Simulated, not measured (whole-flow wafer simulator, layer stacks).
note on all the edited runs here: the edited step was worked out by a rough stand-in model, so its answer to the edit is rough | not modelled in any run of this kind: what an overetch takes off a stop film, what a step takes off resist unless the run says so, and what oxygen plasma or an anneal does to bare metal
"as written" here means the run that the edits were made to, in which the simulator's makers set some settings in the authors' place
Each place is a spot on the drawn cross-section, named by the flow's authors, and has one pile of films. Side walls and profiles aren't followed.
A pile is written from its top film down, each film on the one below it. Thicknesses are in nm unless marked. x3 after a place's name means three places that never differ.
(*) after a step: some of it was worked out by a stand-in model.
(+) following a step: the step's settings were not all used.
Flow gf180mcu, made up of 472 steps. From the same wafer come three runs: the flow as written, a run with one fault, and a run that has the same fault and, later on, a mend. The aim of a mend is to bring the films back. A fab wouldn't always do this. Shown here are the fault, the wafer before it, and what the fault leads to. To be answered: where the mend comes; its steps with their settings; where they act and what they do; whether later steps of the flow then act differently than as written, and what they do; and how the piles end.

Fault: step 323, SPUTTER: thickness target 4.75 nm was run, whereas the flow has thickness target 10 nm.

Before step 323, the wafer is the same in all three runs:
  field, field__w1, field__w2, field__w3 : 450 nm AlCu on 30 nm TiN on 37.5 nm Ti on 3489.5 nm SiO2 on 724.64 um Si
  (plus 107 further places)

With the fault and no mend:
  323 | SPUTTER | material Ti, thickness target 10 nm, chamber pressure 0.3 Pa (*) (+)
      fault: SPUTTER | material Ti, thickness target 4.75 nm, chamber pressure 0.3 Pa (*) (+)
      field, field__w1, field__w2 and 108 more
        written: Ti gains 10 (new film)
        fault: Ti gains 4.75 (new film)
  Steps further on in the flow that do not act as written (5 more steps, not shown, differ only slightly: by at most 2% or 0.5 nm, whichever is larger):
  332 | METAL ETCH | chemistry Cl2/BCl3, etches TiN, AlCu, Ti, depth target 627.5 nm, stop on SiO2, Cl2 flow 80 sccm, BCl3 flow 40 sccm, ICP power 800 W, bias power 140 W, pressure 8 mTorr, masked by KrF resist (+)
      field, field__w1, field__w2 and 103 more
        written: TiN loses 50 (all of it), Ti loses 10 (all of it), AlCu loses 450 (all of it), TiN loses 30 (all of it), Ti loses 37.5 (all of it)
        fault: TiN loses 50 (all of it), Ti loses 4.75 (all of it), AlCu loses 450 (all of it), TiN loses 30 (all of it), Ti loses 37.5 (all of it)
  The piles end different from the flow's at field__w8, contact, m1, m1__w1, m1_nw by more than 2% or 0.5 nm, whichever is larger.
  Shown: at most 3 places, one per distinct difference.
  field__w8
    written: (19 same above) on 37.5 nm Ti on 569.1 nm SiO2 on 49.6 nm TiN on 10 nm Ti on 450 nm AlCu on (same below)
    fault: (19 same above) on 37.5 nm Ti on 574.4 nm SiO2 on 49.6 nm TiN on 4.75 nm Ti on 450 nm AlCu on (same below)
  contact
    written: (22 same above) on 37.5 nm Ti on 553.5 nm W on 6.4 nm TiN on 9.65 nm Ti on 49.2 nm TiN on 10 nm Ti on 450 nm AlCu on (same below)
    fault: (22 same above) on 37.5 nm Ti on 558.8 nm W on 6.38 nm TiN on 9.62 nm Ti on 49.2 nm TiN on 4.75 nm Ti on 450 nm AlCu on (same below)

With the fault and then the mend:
  After step 323 comes the mend.
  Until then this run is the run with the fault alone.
  323a | SPUTTER | material Ti, thickness target 5.25 nm, chamber pressure 0.3 Pa (*) (+) (the flow's step 323 again, with other settings)
      field, field__w1, field__w2 and 108 more
        Ti gains 5.25
  Every later step of the flow that is run acts as written at every place that is followed.
  The piles end the same as the flow's at every place that both follow.
